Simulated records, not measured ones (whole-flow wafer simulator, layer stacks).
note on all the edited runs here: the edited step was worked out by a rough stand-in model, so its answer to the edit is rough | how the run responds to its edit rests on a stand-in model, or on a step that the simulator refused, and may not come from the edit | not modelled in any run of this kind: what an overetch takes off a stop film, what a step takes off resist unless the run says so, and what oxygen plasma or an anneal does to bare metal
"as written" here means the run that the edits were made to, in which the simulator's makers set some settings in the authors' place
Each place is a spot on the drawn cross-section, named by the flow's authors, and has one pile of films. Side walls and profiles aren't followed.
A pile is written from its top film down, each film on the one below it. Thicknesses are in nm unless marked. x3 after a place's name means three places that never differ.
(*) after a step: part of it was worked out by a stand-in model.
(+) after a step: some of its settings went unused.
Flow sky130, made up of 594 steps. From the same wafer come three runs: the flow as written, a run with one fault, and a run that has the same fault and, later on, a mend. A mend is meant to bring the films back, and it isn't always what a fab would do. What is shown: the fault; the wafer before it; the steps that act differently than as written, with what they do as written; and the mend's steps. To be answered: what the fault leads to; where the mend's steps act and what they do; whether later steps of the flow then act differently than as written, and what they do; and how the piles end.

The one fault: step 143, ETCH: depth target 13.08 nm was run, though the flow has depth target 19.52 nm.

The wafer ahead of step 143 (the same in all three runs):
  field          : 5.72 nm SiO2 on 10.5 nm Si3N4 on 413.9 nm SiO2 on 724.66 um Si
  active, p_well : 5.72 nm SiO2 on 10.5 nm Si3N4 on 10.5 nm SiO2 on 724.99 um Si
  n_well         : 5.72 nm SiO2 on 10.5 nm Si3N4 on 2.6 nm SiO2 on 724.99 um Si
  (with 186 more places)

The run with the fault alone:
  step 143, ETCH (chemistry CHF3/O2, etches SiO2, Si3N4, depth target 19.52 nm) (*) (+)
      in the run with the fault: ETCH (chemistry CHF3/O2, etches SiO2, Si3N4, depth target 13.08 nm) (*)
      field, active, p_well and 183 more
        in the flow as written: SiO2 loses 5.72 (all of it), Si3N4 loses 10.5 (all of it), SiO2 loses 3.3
        in the run with the fault: SiO2 loses 5.72 (all of it), Si3N4 loses 7.36
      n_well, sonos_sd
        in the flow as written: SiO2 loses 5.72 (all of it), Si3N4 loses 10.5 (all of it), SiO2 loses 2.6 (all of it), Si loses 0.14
        in the run with the fault: SiO2 loses 5.72 (all of it), Si3N4 loses 7.36
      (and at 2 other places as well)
  Steps later in the flow that act otherwise than as written (44 other steps are not shown; they differ only slightly, by no more than 2% or 0.5 nm, whichever is larger):
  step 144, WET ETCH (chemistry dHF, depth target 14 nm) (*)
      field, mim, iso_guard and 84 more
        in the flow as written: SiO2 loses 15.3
        in the run with the fault: Si3N4 loses 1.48
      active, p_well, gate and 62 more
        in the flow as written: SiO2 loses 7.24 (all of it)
        in the run with the fault: Si3N4 loses 1.48
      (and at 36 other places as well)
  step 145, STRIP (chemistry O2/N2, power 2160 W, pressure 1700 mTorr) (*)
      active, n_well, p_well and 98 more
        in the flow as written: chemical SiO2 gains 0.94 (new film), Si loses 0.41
        in the run with the fault: nothing
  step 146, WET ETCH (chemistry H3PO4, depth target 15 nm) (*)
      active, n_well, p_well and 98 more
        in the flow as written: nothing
        in the run with the fault: Si3N4 loses 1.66 (all of it), SiO2 loses 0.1
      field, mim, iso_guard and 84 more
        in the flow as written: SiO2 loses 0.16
        in the run with the fault: Si3N4 loses 1.66 (all of it), SiO2 loses 0.14
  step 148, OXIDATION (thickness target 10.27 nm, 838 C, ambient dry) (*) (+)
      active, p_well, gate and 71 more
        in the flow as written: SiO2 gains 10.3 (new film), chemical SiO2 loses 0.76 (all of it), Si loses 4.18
        in the run with the fault: SiO2 gains 6.52, Si loses 2.87
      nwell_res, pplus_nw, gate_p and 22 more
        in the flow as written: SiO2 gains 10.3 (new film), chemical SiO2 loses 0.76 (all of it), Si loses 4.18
        in the run with the fault: SiO2 gains 6.54, Si loses 2.88
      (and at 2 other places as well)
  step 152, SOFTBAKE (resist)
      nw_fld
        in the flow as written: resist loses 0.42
        in the run with the fault: resist gains 1.42
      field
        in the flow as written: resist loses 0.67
        in the run with the fault: resist loses 0.04
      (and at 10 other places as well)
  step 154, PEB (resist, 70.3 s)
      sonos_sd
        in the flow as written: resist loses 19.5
        in the run with the fault: resist loses 20.1
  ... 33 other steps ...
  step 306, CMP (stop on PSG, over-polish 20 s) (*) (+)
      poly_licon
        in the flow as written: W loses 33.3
        in the run with the fault: W loses 50
  By the end, the piles at field, gate_hv, m1 and 127 more depart from the flow's by more than 2% or 0.5 nm, whichever is larger.
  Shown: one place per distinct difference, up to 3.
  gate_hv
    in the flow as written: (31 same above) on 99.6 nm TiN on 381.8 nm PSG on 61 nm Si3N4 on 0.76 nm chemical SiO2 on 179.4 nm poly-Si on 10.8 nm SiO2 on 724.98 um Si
    in the run with the fault: (31 same above) on 99.6 nm TiN on 375.5 nm PSG on 61 nm Si3N4 on 0.76 nm chemical SiO2 on 179.4 nm poly-Si on 17.1 nm SiO2 on 724.99 um Si
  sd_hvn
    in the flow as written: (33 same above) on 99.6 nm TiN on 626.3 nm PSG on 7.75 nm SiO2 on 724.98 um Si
    in the run with the fault: (33 same above) on 99.6 nm TiN on 620.1 nm PSG on 13.9 nm SiO2 on 724.98 um Si
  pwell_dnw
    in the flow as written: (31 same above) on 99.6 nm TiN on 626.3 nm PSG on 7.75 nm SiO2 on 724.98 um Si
    in the run with the fault: (31 same above) on 99.6 nm TiN on 620.1 nm PSG on 13.9 nm SiO2 on 724.98 um Si

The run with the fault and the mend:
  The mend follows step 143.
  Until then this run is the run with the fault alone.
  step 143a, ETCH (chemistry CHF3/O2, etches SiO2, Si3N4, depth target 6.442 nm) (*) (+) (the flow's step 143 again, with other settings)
      field, active, p_well and 183 more
        Si3N4 loses 3.14 (all of it), SiO2 loses 3.3
      n_well, sonos_sd
        Si3N4 loses 3.14 (all of it), SiO2 loses 2.6 (all of it), Si loses 0.14
      sonos_cell, sonos_cell_x
        resist loses 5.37
  None of the later steps of the flow differs from how it acts as written, at any place that is followed, by more than 2% or 0.5 nm, whichever is larger.
  The piles end the same as the flow's at every place that both follow.
